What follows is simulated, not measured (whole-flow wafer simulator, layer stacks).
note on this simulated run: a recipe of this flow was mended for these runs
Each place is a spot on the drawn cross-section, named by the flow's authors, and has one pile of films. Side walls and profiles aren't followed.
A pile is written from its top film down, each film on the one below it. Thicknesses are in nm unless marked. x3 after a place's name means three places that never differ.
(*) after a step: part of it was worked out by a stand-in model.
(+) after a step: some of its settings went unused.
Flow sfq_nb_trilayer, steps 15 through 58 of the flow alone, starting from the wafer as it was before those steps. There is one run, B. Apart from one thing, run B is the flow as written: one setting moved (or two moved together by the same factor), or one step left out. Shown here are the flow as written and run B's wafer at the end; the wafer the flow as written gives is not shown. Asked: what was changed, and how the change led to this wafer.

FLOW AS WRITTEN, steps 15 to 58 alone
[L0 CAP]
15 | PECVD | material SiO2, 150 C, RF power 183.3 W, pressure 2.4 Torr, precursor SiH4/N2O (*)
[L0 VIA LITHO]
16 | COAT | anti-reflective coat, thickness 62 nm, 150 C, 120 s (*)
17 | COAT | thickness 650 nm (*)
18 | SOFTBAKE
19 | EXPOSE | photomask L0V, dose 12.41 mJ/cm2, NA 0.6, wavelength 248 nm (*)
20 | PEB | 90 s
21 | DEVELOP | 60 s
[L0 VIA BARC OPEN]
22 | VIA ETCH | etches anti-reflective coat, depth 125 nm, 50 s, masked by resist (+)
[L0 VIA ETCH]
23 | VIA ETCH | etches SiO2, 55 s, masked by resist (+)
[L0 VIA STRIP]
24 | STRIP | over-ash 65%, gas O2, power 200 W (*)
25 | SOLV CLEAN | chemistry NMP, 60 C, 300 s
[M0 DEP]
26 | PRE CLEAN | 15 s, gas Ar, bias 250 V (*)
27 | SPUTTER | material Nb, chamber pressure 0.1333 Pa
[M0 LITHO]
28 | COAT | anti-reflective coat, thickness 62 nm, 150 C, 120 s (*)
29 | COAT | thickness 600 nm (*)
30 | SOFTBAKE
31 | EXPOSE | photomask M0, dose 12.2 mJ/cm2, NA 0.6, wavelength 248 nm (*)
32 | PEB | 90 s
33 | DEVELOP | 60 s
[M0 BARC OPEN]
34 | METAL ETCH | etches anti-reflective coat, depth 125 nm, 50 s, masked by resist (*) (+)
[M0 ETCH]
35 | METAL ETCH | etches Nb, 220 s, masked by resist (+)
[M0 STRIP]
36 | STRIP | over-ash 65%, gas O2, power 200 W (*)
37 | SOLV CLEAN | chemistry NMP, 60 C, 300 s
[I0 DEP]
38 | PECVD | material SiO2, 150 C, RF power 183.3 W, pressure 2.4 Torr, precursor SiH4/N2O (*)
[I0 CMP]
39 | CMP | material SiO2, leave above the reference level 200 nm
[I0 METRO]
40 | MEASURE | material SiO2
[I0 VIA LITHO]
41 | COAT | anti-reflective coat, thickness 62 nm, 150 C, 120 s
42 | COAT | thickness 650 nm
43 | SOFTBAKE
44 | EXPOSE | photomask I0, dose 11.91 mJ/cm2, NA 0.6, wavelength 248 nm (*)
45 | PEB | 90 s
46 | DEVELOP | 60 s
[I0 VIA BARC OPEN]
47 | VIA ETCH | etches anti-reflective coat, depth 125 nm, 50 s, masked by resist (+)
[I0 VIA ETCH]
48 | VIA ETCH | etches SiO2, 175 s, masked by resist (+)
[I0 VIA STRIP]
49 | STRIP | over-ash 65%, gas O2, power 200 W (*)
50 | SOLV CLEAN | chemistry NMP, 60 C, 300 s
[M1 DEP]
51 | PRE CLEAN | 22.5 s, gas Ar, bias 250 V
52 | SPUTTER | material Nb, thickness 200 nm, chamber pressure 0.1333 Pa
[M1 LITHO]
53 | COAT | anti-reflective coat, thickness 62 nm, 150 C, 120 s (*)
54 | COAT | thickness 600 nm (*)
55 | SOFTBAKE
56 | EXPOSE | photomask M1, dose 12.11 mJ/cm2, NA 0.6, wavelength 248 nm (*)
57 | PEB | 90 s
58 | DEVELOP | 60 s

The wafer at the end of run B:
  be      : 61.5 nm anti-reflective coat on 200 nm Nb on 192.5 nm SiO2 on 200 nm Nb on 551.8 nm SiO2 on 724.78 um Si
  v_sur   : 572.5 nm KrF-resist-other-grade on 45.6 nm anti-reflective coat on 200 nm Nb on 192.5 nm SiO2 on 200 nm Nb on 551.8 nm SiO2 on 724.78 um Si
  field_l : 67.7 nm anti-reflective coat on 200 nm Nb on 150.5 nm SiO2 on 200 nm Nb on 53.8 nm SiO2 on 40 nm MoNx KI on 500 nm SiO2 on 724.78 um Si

What caused this: step 26, PRE CLEAN: bias 338 V was run, though the flow has bias 250 V.

The path from the change to this, step by step:
  26 | PRE CLEAN | 15 s, gas Ar, bias 250 V (*)
      field_l, v_sur, via_wl and 102 more: -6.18 SiO2 (in the flow as written it would be: -5 SiO2)
      l0v: -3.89 MoNx KI (in the flow as written it would be: -2.91 MoNx KI)
